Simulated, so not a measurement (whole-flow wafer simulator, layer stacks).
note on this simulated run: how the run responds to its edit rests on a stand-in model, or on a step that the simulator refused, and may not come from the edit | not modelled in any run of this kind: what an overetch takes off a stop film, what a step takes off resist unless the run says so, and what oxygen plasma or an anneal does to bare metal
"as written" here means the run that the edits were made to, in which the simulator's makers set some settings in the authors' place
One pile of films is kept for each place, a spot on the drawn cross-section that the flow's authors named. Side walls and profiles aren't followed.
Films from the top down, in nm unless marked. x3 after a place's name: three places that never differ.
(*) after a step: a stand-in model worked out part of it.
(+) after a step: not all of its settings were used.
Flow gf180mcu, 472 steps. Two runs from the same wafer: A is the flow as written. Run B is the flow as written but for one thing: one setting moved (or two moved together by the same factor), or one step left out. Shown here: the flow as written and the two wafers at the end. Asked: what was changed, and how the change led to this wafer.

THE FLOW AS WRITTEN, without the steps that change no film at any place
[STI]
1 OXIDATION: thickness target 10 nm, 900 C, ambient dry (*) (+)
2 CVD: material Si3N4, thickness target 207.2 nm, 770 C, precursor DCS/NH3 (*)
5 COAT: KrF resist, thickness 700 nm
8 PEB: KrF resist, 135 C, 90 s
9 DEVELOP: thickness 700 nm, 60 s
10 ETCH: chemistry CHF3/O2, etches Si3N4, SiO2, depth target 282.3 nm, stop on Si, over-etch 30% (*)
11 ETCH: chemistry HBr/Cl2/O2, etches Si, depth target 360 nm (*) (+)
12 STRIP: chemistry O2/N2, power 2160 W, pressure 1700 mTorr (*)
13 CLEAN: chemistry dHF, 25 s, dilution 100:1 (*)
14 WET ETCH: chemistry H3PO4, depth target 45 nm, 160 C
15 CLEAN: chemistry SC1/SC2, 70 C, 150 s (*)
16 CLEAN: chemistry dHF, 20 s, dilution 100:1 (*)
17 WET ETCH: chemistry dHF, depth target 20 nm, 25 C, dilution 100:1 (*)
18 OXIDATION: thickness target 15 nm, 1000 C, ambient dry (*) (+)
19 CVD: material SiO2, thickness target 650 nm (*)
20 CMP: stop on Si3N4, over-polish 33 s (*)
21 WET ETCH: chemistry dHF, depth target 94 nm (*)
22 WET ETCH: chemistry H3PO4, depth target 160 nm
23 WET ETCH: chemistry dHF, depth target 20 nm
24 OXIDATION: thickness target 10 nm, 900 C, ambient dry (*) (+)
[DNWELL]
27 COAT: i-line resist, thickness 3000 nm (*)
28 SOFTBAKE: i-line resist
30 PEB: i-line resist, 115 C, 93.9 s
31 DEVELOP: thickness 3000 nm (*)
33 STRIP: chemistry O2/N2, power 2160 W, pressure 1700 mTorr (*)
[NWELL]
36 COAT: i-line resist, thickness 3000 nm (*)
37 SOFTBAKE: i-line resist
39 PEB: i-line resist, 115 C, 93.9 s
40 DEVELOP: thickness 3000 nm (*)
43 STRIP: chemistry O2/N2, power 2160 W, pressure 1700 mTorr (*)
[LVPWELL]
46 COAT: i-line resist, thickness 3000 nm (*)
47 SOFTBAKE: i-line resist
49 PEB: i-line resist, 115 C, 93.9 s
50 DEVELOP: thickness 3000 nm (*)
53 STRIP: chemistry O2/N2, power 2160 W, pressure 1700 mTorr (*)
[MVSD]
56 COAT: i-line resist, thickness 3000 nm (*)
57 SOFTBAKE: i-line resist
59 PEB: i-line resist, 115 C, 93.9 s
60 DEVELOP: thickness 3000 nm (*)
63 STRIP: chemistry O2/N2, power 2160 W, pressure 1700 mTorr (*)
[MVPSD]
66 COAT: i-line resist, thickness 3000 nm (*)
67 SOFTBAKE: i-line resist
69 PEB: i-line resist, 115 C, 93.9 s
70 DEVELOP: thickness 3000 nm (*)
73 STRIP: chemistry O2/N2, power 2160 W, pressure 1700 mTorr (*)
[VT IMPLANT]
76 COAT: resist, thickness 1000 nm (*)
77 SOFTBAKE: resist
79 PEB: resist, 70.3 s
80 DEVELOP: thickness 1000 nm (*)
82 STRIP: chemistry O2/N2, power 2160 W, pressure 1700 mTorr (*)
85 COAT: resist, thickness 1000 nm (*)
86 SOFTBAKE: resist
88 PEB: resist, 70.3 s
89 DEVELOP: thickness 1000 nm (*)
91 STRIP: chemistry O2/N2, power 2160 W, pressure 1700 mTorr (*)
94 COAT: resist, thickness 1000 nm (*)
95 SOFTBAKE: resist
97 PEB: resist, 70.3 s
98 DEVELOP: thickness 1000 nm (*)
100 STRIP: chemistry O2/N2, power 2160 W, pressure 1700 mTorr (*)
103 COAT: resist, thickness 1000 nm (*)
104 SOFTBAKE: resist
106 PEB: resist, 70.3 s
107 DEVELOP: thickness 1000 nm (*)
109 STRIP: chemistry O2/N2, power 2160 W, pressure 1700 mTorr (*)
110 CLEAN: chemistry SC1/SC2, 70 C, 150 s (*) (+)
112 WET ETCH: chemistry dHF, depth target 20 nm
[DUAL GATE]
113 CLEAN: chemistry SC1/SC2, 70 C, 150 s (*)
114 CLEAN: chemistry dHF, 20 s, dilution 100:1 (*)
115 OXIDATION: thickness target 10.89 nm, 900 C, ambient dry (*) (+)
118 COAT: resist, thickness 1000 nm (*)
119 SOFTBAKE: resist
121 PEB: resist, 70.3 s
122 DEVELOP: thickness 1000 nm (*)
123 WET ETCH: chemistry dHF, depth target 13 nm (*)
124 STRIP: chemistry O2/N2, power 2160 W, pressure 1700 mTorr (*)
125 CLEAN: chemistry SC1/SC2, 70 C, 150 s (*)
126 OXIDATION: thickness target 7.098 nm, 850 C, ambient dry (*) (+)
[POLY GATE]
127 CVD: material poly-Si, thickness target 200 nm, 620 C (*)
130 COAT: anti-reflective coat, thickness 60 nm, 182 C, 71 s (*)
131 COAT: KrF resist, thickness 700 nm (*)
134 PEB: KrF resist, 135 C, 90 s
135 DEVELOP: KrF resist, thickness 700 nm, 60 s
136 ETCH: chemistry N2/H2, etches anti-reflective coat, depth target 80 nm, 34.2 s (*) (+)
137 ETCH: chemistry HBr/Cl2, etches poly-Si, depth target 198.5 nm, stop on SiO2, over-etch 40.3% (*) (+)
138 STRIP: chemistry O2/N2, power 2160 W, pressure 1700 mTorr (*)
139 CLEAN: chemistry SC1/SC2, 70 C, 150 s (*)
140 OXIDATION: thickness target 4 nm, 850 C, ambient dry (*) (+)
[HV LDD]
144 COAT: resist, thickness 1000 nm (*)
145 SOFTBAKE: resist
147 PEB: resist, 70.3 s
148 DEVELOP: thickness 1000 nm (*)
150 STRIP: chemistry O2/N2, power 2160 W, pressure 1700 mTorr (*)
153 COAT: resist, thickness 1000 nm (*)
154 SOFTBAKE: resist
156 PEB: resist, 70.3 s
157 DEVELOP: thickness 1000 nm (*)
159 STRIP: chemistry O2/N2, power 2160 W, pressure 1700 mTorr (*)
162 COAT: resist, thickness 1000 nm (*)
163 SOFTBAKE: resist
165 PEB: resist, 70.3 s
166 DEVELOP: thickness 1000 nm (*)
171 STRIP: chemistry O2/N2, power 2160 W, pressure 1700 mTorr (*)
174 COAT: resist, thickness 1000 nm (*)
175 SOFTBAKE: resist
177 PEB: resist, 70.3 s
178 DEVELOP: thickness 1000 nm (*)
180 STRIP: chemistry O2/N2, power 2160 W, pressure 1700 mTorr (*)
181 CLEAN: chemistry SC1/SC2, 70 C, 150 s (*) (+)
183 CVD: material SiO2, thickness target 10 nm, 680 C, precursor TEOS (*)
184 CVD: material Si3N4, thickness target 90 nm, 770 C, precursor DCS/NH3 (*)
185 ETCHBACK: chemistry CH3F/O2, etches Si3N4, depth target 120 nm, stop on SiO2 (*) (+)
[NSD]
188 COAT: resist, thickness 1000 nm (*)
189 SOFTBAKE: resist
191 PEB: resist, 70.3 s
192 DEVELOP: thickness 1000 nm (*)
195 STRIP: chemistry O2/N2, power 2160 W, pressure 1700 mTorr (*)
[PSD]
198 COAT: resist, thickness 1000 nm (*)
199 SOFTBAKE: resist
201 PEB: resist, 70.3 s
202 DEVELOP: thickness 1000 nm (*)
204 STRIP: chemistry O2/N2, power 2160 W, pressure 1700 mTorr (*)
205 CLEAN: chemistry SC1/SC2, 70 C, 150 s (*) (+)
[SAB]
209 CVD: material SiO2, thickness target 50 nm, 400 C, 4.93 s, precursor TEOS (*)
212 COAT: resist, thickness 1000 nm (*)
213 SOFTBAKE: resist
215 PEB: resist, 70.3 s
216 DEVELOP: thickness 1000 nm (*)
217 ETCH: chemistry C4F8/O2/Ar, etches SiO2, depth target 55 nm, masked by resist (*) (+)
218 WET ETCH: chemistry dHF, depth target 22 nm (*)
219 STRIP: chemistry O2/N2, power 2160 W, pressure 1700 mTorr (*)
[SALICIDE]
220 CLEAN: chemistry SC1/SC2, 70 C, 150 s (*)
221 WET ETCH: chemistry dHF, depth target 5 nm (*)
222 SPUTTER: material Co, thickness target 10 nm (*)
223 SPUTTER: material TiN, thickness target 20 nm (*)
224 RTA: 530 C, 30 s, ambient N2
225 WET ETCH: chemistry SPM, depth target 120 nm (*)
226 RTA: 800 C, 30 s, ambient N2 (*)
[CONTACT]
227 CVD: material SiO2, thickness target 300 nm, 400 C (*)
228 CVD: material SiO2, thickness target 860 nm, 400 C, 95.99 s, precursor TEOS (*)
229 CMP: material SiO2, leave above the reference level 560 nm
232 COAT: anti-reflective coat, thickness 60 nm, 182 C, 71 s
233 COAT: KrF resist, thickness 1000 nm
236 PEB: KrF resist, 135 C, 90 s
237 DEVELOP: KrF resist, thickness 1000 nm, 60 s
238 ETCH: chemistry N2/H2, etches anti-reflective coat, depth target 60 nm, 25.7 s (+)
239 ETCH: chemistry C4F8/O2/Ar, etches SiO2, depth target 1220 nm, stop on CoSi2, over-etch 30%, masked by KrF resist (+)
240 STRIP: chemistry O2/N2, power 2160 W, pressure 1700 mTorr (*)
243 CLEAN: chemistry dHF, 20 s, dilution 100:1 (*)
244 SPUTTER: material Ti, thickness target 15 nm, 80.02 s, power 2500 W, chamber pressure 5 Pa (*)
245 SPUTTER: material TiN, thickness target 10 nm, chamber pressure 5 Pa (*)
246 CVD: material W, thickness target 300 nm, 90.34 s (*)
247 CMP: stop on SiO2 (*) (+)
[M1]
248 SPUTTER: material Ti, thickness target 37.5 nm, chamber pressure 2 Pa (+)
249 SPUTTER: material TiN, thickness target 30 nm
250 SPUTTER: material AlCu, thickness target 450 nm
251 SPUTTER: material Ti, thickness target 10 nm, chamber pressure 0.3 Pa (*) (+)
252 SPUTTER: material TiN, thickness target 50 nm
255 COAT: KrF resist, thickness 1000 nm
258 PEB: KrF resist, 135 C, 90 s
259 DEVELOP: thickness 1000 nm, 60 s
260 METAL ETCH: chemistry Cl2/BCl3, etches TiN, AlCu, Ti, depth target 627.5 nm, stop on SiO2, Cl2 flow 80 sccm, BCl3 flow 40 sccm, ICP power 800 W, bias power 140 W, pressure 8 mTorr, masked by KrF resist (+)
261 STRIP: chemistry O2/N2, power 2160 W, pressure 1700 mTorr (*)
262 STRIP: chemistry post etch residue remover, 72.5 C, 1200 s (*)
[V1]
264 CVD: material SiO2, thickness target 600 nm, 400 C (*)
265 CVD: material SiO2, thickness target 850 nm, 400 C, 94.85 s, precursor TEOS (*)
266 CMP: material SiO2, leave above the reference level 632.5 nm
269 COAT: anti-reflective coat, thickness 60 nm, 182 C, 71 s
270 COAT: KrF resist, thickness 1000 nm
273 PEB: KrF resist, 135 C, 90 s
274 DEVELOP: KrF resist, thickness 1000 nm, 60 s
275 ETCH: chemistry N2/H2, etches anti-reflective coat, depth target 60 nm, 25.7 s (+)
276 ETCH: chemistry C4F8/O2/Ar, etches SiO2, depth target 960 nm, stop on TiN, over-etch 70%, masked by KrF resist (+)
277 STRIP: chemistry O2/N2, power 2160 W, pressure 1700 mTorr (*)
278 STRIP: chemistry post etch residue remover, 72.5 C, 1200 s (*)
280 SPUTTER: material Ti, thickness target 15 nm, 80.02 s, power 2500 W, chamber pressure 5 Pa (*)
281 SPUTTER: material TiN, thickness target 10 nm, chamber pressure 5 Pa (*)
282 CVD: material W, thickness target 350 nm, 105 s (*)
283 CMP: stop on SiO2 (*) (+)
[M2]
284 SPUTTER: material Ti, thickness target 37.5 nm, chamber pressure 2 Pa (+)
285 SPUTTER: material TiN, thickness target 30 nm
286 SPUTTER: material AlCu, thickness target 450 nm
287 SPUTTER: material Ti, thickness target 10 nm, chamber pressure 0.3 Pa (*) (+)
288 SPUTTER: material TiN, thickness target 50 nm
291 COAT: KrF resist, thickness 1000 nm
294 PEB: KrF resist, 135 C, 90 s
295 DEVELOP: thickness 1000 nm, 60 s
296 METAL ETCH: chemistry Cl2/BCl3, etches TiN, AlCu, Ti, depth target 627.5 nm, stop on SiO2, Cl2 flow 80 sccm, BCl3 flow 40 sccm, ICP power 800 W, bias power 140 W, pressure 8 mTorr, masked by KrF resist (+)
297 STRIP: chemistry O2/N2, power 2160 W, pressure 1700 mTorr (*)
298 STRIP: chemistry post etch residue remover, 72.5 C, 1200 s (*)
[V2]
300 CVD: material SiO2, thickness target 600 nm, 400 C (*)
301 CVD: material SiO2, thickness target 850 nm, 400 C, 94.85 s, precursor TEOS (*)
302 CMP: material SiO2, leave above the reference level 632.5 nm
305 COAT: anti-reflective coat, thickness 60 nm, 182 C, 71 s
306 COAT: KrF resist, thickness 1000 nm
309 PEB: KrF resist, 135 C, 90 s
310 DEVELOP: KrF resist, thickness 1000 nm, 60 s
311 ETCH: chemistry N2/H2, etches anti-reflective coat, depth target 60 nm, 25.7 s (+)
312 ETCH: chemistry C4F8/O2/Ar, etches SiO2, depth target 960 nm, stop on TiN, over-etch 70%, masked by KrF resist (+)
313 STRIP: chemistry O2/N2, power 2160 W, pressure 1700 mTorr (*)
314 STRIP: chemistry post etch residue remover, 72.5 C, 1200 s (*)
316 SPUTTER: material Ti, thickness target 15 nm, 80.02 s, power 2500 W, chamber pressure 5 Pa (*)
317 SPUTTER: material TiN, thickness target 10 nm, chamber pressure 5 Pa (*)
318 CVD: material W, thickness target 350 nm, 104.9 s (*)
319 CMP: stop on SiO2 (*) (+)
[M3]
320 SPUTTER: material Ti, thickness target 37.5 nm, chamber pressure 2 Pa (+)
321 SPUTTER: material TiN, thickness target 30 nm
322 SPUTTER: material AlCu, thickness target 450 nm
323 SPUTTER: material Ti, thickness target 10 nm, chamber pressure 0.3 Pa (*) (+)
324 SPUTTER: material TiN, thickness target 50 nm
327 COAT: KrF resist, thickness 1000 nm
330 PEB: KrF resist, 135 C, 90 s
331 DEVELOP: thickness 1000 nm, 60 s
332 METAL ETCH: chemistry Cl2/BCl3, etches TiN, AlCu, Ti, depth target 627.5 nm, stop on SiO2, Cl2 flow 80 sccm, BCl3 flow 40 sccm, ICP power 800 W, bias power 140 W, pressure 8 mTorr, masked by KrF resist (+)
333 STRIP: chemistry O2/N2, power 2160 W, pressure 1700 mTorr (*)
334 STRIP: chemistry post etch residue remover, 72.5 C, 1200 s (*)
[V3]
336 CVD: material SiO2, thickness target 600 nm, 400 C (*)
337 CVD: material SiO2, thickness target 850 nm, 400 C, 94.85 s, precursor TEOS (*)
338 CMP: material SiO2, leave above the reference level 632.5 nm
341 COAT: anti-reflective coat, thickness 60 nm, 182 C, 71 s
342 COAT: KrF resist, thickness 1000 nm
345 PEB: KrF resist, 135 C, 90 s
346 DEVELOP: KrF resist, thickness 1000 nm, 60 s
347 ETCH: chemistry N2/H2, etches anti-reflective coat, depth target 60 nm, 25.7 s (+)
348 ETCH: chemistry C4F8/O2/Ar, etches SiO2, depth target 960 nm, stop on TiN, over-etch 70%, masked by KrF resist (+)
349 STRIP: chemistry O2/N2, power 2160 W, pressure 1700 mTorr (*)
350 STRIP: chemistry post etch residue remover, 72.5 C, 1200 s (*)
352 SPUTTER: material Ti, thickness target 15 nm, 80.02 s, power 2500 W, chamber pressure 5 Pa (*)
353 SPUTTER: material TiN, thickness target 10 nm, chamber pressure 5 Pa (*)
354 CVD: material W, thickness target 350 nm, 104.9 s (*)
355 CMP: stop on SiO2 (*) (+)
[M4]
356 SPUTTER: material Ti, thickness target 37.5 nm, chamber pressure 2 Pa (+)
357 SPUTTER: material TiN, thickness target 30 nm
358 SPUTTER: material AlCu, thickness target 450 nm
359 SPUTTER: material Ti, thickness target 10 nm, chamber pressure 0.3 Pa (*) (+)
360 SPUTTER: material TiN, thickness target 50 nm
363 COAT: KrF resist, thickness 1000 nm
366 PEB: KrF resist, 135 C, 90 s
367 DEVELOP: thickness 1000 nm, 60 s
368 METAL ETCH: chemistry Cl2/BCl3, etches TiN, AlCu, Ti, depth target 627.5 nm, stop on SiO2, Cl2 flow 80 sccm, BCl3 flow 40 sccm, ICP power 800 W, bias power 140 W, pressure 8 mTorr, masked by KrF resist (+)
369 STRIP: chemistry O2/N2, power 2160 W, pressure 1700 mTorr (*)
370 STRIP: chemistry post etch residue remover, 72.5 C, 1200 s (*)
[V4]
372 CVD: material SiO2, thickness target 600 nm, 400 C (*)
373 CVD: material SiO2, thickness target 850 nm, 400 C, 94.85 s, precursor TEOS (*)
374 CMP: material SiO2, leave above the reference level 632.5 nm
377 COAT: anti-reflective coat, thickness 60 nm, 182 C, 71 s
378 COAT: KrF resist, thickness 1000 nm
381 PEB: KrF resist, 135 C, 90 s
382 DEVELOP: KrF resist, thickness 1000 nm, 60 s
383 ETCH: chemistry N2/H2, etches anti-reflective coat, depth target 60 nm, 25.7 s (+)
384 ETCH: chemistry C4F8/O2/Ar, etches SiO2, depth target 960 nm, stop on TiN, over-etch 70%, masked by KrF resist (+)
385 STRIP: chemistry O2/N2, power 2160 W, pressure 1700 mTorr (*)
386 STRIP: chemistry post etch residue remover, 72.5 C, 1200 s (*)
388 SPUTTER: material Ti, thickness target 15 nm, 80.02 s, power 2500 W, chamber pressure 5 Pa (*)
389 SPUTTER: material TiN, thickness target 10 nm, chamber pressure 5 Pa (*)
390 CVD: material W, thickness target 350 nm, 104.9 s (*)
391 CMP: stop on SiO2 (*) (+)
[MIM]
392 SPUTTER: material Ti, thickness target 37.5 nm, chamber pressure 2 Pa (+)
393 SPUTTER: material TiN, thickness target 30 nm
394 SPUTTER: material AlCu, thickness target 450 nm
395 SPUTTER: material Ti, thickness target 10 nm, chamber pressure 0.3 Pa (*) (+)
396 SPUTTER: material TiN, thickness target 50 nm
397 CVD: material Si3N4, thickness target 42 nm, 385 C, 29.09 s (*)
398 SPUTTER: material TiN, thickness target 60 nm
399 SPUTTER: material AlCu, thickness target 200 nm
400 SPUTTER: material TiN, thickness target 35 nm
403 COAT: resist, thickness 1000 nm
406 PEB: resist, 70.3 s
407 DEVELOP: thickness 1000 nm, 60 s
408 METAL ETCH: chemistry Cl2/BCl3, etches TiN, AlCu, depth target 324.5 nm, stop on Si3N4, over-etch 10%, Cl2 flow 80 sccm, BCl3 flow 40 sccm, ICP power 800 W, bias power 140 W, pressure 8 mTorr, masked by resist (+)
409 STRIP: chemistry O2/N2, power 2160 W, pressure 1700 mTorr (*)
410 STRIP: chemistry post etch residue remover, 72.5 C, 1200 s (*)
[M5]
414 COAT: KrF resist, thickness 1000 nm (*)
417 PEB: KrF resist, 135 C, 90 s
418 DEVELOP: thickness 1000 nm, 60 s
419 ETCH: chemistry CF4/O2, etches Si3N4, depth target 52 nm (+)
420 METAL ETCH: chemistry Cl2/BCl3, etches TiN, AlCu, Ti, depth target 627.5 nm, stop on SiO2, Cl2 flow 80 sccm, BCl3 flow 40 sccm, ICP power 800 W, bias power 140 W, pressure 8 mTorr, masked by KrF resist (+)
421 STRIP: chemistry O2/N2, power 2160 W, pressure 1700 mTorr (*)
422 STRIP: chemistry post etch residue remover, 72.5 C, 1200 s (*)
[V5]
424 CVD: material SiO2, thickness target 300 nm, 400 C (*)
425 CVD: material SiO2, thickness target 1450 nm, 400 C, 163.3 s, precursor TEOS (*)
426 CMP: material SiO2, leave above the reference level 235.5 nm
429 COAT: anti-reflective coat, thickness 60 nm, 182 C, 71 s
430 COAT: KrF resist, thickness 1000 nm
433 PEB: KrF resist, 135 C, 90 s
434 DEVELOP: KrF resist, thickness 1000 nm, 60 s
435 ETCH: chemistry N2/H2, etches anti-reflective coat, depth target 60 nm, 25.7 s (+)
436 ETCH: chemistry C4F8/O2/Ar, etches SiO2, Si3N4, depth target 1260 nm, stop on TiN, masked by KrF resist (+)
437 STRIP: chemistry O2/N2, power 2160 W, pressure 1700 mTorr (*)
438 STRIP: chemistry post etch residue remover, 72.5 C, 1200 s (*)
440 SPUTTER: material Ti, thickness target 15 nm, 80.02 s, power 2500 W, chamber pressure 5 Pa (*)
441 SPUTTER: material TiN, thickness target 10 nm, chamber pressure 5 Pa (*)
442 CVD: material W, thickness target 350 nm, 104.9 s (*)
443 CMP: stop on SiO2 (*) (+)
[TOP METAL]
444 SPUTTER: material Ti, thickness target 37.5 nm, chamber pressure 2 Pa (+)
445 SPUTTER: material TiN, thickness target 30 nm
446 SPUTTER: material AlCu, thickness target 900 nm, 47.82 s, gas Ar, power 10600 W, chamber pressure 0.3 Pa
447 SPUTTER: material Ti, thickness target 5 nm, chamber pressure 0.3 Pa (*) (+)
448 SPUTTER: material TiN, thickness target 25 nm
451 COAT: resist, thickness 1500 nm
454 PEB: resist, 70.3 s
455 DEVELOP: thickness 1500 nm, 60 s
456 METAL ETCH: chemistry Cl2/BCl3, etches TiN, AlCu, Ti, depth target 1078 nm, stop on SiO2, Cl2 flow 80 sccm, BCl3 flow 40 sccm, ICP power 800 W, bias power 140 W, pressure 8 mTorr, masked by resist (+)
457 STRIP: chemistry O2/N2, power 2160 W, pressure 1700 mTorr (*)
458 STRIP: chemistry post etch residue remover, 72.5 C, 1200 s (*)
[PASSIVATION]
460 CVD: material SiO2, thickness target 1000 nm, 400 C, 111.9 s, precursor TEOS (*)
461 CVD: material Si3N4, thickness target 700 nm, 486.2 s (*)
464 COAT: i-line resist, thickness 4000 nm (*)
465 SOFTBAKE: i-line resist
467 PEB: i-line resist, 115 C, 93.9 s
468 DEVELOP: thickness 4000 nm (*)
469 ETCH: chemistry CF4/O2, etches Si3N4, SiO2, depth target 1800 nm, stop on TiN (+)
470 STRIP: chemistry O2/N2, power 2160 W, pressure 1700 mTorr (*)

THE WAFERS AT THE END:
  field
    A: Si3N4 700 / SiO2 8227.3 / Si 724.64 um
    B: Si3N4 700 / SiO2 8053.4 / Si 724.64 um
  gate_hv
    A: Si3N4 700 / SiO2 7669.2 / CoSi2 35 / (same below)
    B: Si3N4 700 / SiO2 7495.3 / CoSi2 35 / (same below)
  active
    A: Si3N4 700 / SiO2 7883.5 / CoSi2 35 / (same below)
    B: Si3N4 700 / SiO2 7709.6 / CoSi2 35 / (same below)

The cause: step 266, CMP: leave above the reference level 458.6 nm was run, where the flow has leave above the reference level 632.5 nm.

How the change led to this, step by step:
  266 CMP: material SiO2, leave above the reference level 632.5 nm
      field, field__w1, field__w2 and 99 more: A SiO2 -300 | B SiO2 -473.9
      field__w8, contact, m1 and 6 more: A SiO2 -877.1 | B SiO2 -1051
  276 ETCH: chemistry C4F8/O2/Ar, etches SiO2, depth target 960 nm, stop on TiN, over-etch 70%, masked by KrF resist (+)
      field, field__w1, field__w2 and 107 more: A KrF resist -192 | B KrF resist -135.5
      contact: A SiO2 -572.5 (all of it) | B SiO2 -398.6 (all of it)
  277 STRIP: chemistry O2/N2, power 2160 W, pressure 1700 mTorr (*)
      field, field__w1, field__w2 and 107 more: A KrF resist -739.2 (all of it), anti-reflective coat -60 (all of it) | B KrF resist -795.7 (all of it), anti-reflective coat -60 (all of it)
  280 SPUTTER: material Ti, thickness target 15 nm, 80.02 s, power 2500 W, chamber pressure 5 Pa (*)
      contact: A Ti +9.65 (new film) | B Ti +10.7 (new film)
  281 SPUTTER: material TiN, thickness target 10 nm, chamber pressure 5 Pa (*)
      contact: A TiN +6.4 (new film) | B TiN +7.11 (new film)
  282 CVD: material W, thickness target 350 nm, 105 s (*)
      contact: A W +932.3 (new film) | B W +756.6 (new film)
